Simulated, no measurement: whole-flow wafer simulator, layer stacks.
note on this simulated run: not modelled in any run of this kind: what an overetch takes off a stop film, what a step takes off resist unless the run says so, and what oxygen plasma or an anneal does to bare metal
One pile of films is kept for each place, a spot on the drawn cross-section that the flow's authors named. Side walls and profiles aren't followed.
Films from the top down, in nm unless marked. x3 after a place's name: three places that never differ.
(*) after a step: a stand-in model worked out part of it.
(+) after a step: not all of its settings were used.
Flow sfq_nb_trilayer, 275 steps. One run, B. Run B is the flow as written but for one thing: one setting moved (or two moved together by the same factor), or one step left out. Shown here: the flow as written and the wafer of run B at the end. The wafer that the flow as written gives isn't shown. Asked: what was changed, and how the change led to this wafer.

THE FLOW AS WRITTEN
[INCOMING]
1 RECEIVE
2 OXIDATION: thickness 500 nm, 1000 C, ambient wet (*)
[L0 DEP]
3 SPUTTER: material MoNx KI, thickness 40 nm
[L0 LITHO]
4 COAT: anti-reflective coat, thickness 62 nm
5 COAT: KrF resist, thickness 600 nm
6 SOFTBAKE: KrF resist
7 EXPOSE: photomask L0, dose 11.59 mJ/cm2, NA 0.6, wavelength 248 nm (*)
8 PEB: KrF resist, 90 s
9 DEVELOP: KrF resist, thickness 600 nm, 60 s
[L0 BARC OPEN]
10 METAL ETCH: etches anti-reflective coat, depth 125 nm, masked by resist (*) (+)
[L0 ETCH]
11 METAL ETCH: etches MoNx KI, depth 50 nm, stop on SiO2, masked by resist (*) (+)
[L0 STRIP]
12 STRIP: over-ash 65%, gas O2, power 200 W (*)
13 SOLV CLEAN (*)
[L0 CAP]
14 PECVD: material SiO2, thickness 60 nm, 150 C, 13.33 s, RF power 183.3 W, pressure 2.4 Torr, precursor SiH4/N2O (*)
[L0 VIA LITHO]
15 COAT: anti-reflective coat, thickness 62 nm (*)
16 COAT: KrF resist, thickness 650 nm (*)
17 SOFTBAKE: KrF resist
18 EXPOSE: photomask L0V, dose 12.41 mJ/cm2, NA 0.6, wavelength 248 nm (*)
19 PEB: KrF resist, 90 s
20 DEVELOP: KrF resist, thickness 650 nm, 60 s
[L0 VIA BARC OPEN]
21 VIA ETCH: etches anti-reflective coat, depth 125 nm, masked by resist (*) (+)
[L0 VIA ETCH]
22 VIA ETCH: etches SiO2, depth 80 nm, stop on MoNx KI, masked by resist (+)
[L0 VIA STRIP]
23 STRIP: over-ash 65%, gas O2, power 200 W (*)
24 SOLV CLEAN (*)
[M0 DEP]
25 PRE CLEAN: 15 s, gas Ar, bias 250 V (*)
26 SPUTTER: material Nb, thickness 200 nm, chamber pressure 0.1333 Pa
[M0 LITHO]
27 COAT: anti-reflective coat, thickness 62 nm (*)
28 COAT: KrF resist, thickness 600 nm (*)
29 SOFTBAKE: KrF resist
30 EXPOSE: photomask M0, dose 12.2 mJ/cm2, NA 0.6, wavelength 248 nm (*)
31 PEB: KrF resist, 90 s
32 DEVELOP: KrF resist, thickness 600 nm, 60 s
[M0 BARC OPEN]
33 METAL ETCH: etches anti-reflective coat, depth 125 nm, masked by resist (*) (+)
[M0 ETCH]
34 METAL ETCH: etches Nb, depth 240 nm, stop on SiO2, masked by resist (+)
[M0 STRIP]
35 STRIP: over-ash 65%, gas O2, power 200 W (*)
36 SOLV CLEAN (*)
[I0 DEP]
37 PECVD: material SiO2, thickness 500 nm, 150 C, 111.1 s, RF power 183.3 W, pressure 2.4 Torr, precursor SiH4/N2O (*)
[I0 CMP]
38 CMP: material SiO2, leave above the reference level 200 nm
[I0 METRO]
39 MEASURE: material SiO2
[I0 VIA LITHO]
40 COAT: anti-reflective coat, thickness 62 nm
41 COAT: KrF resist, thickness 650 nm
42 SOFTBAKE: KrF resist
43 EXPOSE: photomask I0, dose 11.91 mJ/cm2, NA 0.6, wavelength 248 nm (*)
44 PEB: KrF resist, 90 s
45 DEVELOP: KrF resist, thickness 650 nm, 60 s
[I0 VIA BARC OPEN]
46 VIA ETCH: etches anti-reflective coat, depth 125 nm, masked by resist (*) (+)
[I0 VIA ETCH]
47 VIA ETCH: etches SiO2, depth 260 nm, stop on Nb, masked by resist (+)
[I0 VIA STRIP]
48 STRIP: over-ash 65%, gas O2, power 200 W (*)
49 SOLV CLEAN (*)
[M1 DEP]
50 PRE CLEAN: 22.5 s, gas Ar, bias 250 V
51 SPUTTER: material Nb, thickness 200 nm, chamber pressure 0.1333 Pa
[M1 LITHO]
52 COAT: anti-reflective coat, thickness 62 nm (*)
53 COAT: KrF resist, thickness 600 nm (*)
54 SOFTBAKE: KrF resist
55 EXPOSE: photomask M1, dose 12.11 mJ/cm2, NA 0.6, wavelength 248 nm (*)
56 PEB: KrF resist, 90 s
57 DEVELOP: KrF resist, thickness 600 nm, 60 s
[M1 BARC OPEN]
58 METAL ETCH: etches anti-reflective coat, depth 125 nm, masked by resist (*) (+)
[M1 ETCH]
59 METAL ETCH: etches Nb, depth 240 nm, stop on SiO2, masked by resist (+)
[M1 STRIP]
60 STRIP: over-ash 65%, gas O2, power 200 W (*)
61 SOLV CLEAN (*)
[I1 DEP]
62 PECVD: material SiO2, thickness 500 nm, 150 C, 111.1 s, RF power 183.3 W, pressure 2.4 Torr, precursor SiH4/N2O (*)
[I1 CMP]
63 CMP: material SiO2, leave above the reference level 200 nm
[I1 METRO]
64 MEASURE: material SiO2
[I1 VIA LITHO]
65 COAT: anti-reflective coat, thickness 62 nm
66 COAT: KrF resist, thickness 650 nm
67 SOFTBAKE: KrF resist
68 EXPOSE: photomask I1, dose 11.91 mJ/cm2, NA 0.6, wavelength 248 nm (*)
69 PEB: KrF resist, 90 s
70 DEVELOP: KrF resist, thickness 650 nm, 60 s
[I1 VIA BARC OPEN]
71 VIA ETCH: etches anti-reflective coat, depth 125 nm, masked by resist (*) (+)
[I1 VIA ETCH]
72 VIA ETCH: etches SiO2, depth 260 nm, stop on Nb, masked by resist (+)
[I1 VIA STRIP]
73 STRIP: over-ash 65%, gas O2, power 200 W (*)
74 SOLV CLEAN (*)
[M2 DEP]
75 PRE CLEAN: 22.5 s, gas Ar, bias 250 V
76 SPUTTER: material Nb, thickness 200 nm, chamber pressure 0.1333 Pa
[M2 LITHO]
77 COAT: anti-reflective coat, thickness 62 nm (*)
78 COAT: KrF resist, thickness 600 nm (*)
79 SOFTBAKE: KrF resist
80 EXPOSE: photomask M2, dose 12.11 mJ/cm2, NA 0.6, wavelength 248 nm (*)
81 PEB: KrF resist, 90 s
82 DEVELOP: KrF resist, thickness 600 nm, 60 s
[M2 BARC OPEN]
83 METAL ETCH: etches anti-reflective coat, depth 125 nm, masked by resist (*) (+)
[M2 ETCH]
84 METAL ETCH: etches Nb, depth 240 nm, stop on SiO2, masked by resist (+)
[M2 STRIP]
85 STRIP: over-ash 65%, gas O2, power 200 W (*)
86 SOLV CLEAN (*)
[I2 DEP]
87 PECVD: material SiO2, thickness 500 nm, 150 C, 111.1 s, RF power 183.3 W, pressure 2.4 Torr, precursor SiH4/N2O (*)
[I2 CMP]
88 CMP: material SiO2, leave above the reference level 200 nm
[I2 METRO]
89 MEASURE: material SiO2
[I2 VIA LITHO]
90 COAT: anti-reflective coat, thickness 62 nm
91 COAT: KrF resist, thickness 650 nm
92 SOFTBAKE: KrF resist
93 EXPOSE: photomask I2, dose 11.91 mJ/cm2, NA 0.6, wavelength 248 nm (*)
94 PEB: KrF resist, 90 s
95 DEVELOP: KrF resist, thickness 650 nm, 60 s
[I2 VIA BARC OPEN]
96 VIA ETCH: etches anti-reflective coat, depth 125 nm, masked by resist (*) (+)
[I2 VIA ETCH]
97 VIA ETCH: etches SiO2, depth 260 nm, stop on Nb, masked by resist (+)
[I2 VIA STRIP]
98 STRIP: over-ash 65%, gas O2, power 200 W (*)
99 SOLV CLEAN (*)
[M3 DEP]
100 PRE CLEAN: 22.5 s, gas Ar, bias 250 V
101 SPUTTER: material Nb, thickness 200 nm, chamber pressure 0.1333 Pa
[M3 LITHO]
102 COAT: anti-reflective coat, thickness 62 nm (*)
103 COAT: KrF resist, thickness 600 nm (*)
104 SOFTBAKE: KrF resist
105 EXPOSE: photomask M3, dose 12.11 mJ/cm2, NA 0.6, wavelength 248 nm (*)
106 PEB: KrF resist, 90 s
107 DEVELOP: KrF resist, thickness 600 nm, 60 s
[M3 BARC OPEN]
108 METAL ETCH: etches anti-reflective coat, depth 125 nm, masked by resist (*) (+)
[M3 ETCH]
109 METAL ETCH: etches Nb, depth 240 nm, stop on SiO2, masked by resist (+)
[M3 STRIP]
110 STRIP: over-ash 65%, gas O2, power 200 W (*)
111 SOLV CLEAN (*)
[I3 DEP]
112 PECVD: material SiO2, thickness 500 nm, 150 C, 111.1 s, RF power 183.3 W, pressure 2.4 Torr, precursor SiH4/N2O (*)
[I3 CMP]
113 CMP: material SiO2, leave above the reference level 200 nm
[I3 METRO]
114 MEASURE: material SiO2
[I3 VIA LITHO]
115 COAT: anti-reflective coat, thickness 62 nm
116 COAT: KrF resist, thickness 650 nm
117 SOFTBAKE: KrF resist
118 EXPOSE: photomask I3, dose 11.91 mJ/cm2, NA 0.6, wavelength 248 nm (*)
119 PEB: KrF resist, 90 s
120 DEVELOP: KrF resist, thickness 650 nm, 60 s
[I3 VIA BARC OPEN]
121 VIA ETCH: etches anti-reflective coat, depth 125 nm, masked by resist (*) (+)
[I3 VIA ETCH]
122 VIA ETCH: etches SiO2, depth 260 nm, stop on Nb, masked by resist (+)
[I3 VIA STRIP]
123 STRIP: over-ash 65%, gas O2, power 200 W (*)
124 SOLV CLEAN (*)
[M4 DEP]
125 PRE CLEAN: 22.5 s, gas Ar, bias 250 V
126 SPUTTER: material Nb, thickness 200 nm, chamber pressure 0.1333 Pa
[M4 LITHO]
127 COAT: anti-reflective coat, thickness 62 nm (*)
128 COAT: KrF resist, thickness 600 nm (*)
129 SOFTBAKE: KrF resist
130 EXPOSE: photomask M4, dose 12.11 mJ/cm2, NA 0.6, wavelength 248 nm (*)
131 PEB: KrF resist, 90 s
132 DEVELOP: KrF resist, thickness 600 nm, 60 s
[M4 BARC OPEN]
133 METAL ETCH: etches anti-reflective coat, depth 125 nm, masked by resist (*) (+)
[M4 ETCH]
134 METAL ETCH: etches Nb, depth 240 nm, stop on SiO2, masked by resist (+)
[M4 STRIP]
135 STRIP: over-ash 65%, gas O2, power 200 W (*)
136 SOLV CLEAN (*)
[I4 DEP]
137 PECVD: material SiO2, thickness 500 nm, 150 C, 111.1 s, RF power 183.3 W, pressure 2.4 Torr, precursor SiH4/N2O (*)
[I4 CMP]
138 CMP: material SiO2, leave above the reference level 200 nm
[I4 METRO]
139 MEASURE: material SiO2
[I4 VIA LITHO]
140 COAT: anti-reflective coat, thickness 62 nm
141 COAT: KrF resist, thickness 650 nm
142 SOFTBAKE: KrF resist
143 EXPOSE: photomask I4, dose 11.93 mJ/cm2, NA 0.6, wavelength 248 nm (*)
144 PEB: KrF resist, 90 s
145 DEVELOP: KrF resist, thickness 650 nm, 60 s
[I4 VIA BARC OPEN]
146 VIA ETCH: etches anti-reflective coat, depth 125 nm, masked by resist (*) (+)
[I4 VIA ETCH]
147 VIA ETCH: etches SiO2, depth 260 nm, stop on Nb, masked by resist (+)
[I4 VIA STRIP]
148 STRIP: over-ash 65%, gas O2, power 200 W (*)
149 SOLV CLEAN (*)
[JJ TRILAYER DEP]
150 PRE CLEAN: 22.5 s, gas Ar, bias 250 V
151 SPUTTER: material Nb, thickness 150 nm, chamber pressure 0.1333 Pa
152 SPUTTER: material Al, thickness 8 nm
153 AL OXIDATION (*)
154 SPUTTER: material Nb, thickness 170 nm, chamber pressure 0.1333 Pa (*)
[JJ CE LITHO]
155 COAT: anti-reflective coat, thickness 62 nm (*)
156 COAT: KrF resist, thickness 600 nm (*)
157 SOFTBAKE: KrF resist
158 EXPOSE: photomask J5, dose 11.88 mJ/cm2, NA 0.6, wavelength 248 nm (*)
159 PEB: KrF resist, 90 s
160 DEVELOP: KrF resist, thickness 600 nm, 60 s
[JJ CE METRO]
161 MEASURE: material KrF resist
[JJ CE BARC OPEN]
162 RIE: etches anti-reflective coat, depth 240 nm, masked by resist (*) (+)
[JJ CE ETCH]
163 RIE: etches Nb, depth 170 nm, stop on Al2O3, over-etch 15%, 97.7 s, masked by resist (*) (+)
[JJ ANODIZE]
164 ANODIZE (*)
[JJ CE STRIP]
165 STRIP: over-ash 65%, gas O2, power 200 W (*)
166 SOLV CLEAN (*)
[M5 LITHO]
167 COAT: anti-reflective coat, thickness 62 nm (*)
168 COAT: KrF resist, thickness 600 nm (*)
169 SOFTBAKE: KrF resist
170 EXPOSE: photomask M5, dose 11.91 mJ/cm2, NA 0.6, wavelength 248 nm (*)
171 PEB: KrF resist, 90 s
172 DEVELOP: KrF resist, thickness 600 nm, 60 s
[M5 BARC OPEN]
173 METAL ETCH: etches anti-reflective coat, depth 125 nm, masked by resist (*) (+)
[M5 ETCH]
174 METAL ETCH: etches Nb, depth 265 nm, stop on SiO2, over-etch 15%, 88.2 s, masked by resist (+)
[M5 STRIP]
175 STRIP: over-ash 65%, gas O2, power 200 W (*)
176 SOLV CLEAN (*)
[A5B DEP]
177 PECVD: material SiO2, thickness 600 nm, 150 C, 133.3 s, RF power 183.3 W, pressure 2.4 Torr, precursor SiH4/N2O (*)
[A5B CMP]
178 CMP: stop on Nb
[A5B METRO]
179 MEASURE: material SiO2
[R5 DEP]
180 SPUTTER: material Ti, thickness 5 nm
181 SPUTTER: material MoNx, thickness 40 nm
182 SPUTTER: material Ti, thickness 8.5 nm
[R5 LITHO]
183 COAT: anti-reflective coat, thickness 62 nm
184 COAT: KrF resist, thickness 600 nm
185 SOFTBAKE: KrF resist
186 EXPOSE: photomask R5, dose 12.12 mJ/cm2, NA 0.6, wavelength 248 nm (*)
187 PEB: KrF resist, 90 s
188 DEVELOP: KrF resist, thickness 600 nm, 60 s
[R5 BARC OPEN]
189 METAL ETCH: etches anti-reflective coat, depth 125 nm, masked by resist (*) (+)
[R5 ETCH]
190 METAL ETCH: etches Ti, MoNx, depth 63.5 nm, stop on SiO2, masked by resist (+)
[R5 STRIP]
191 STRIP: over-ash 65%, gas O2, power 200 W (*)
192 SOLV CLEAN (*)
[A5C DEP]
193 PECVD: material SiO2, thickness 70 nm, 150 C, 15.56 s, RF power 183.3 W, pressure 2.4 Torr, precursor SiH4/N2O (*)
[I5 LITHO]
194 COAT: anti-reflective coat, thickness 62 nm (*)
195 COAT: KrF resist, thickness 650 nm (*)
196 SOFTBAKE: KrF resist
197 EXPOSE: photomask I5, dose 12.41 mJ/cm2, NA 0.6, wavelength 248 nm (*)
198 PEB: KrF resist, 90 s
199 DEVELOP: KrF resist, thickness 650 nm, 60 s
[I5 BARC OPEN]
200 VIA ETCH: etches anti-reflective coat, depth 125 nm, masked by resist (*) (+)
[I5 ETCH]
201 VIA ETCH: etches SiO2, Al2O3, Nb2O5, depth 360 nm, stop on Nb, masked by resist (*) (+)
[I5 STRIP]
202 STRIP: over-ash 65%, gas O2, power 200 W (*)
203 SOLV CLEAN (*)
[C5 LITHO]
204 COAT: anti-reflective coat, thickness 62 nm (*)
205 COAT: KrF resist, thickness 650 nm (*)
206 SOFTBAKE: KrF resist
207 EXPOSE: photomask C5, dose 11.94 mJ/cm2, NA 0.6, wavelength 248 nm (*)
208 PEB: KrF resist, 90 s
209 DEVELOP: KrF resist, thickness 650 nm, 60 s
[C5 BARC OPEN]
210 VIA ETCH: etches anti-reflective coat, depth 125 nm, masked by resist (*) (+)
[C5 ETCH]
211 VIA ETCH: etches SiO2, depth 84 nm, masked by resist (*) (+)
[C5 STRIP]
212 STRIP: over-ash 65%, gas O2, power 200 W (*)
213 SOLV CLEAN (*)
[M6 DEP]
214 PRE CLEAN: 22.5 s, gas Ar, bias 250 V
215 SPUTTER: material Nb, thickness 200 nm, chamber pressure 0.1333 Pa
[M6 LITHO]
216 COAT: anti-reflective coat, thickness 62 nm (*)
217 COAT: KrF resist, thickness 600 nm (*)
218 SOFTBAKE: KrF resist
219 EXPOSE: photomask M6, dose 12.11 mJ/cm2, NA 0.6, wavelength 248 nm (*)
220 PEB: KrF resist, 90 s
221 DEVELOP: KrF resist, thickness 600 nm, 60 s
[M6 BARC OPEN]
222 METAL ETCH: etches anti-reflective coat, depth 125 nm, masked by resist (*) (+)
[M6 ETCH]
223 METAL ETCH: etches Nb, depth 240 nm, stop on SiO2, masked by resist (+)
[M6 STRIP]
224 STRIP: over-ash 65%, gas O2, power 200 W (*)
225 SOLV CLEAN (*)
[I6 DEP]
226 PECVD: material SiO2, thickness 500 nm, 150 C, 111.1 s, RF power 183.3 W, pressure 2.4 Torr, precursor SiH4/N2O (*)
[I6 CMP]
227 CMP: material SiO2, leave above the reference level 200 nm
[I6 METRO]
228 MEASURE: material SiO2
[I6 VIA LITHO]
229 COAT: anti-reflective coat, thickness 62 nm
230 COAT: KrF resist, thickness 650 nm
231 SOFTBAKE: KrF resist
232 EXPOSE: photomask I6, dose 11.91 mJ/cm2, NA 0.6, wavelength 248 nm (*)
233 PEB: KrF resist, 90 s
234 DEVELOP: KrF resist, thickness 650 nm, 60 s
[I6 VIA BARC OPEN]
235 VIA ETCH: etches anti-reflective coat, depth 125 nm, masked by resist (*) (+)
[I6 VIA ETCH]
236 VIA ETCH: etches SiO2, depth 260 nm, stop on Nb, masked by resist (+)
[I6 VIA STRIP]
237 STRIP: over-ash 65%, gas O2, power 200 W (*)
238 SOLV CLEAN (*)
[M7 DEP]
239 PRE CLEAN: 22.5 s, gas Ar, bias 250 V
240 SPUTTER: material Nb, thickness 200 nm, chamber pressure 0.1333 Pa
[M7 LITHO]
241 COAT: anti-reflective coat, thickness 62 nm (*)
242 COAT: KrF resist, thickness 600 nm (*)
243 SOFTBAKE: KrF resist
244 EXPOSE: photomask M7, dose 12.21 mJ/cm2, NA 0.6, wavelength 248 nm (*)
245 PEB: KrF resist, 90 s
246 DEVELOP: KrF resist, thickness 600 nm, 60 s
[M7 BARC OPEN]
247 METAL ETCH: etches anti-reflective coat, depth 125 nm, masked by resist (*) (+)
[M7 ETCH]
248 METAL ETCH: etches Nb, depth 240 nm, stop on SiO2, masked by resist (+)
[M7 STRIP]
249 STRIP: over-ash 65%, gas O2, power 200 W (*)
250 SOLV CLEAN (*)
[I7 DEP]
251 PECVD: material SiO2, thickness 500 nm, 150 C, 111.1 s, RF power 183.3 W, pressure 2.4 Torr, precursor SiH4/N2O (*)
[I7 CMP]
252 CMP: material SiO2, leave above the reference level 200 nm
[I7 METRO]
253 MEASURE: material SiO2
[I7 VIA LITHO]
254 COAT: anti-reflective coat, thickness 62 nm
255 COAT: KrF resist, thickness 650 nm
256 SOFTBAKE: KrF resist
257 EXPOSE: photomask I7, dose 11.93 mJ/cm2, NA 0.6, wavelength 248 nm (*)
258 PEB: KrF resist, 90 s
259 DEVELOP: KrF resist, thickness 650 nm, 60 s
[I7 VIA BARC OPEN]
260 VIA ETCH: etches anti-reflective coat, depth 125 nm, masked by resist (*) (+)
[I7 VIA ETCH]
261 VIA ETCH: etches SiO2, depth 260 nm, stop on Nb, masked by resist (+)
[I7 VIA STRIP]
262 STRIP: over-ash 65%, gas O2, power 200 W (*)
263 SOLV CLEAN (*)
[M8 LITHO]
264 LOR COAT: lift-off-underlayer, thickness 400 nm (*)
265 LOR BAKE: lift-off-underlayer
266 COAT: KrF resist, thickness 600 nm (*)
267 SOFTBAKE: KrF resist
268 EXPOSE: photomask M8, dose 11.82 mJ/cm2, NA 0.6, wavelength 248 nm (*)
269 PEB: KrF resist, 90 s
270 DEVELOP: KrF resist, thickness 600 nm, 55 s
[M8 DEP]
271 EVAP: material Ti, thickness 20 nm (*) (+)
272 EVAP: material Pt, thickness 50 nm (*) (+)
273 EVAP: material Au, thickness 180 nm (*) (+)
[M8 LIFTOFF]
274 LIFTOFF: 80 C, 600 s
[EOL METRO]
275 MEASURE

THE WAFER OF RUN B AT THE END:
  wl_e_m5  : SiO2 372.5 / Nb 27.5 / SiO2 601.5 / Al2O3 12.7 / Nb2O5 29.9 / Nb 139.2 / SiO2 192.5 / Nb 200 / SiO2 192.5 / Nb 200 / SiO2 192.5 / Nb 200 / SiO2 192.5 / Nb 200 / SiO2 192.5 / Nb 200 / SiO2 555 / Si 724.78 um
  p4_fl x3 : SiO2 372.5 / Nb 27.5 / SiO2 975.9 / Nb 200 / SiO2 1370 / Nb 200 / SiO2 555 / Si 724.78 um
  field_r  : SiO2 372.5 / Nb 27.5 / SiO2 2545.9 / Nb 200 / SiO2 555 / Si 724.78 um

The cause: step 248, METAL ETCH: depth 172.5 nm was run, where the flow has depth 240 nm.

How the change led to this, step by step:
  248 METAL ETCH: etches Nb, depth 240 nm, stop on SiO2, masked by resist (+)
      field_l, field_r, lsp_l and 62 more: Nb -172.5 (as written it would be: Nb -200 (all of it))
      v_sur, via_wl, via_w and 38 more: KrF resist -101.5 (as written it would be: KrF resist -141.2)
  249 STRIP: over-ash 65%, gas O2, power 200 W (*)
      wl_j_sl, wl_jj, wl_j_sr and 14 more: KrF resist -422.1 (all of it), anti-reflective coat -62 (all of it) (as written it would be: KrF resist -382.4 (all of it), anti-reflective coat -62 (all of it))
      ln_m5, lsp_m, ln_m6: KrF resist -421.6 (all of it), anti-reflective coat -61.8 (all of it) (as written it would be: KrF resist -381.9 (all of it), anti-reflective coat -61.8 (all of it))
      (and at 21 more places)
  251 PECVD: material SiO2, thickness 500 nm, 150 C, 111.1 s, RF power 183.3 W, pressure 2.4 Torr, precursor SiH4/N2O (*)
      field_l, p4_fl x3, p4_w1 x9 and 46 more: SiO2 +500 (new film) (as written it would be: SiO2 +500)
      field_r, lsp_l: SiO2 +480.7 (new film) (as written it would be: SiO2 +477.7)
      (and at 4 more places)
  252 CMP: material SiO2, leave above the reference level 200 nm
      field_l, p4_fl x3, p4_w1 x9 and 46 more: SiO2 -127.5 (as written it would be: SiO2 -100)
      field_r, lsp_l: SiO2 -108.2 (as written it would be: SiO2 -77.7)
      (and at 2 more places)
Counting metal films that touch as one body, wl_e_m5 has 7 bodies (between them, from the top down: SiO2 601.5 / Al2O3 12.7 / Nb2O5 29.9; SiO2 192.5; SiO2 192.5; SiO2 192.5; SiO2 192.5; SiO2 192.5); the flow as written gives 6 bodies (between them, from the top down: SiO2 192.5; SiO2 192.5; SiO2 192.5; SiO2 192.5; SiO2 192.5).
Counting metal films that touch as one body, p4_fl x3 has 3 bodies (between them, from the top down: SiO2 975.9; SiO2 1370); the flow as written gives 2 bodies (between them, from the top down: SiO2 1370).
Counting metal films that touch as one body, field_r has 2 bodies (between them, from the top down: SiO2 2545.9); the flow as written gives 1 body.
